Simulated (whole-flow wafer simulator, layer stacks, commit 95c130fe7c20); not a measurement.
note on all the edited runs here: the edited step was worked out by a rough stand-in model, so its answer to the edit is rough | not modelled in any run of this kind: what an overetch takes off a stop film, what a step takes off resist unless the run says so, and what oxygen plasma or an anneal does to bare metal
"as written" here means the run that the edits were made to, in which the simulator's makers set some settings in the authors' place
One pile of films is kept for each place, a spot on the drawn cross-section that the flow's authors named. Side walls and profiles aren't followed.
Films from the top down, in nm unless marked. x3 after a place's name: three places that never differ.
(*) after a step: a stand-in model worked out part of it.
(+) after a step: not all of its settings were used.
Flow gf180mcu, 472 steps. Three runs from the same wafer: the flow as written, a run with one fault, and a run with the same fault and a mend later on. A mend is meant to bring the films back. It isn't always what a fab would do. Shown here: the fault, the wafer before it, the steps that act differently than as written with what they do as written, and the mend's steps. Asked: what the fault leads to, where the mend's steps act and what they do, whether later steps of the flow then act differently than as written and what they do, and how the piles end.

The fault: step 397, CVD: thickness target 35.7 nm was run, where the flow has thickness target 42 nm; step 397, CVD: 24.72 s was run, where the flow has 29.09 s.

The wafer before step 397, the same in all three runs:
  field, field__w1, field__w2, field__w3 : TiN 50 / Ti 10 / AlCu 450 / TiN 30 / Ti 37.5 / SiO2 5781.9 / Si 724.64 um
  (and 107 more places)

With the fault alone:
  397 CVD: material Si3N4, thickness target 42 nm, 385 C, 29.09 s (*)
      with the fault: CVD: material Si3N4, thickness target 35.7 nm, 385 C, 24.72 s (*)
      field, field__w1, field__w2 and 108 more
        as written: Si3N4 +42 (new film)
        with the fault: Si3N4 +35.7 (new film)
  Later steps of the flow that act differently than as written (5 more steps differ only slightly, by at most 2% or 0.5 nm, whichever is larger, and aren't shown):
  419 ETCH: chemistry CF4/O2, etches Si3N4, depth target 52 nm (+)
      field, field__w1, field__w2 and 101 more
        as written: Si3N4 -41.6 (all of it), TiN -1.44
        with the fault: Si3N4 -35.4 (all of it), TiN -2.31
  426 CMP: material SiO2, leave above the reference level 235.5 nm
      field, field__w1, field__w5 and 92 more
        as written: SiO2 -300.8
        with the fault: SiO2 -307.1
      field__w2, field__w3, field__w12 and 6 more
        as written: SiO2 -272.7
        with the fault: SiO2 -279.2
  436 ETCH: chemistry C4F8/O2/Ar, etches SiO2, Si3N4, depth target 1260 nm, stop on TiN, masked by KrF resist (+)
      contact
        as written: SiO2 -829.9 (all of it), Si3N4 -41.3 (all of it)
        with the fault: SiO2 -829.9 (all of it), Si3N4 -35 (all of it)
  At the end the piles differ from the flow's by more than 2% or 0.5 nm, whichever is larger, at field__w4, field__w8, m1, m1__w1, mim, mim_1p0, m1_nw.
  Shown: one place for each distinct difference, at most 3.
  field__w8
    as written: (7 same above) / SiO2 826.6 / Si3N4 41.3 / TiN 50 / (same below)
    with the fault: (7 same above) / SiO2 826.6 / Si3N4 35 / TiN 50 / (same below)
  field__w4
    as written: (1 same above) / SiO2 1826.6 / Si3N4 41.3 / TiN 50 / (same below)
    with the fault: (1 same above) / SiO2 1826.6 / Si3N4 35 / TiN 50 / (same below)
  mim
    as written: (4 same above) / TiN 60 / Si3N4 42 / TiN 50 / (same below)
    with the fault: (4 same above) / TiN 60 / Si3N4 35.7 / TiN 50 / (same below)

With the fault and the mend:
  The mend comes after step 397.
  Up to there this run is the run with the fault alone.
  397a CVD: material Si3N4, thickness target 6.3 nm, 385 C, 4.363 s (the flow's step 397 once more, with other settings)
      field, field__w1, field__w2 and 108 more
        Si3N4 +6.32
  No later step of the flow acts differently than as written, at any place that is followed, by more than 2% or 0.5 nm, whichever is larger.
  At the end the piles differ from the flow's only slightly at the places that both follow, by at most 2% or 0.5 nm, whichever is larger.
